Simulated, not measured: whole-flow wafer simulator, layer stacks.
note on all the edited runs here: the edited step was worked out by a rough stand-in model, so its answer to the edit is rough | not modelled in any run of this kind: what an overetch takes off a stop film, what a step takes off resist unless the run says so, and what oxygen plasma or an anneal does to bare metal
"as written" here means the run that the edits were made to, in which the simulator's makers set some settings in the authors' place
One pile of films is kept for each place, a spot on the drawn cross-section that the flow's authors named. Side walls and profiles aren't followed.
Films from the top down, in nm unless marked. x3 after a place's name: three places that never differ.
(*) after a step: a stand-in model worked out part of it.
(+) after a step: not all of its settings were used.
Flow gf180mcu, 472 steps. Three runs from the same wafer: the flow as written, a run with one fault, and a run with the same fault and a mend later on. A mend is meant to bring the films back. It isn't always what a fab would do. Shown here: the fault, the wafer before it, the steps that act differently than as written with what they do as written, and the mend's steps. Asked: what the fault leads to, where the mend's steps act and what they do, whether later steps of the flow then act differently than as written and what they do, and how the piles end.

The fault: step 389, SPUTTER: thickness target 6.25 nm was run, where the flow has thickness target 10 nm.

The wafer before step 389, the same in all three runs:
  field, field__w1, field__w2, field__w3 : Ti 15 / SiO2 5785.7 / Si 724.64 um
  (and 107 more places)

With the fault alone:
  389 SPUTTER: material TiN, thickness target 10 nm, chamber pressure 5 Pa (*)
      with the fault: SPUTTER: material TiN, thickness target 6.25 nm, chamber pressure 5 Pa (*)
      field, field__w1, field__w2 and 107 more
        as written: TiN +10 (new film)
        with the fault: TiN +6.25 (new film)
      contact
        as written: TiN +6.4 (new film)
        with the fault: TiN +4.01 (new film)
  Later steps of the flow that act differently than as written (1 more step differs only slightly, by at most 2% or 0.5 nm, whichever is larger, and isn't shown):
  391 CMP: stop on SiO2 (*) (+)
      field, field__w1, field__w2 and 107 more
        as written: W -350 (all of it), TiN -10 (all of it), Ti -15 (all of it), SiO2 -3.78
        with the fault: W -350 (all of it), TiN -6.25 (all of it), Ti -15 (all of it), SiO2 -3.75
  At the end the piles differ from the flow's by more than 2% or 0.5 nm, whichever is larger, at contact.
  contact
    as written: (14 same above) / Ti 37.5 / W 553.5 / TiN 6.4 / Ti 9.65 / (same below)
    with the fault: (14 same above) / Ti 37.5 / W 555.9 / TiN 4.01 / Ti 9.65 / (same below)

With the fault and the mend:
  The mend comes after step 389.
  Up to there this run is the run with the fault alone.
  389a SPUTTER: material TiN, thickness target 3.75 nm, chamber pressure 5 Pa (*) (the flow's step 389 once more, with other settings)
      field, field__w1, field__w2 and 107 more
        TiN +3.75
      contact
        TiN +2.4
  No later step of the flow acts differently than as written at any place that is followed.
  At the end the piles are the same as the flow's at every place that both follow.
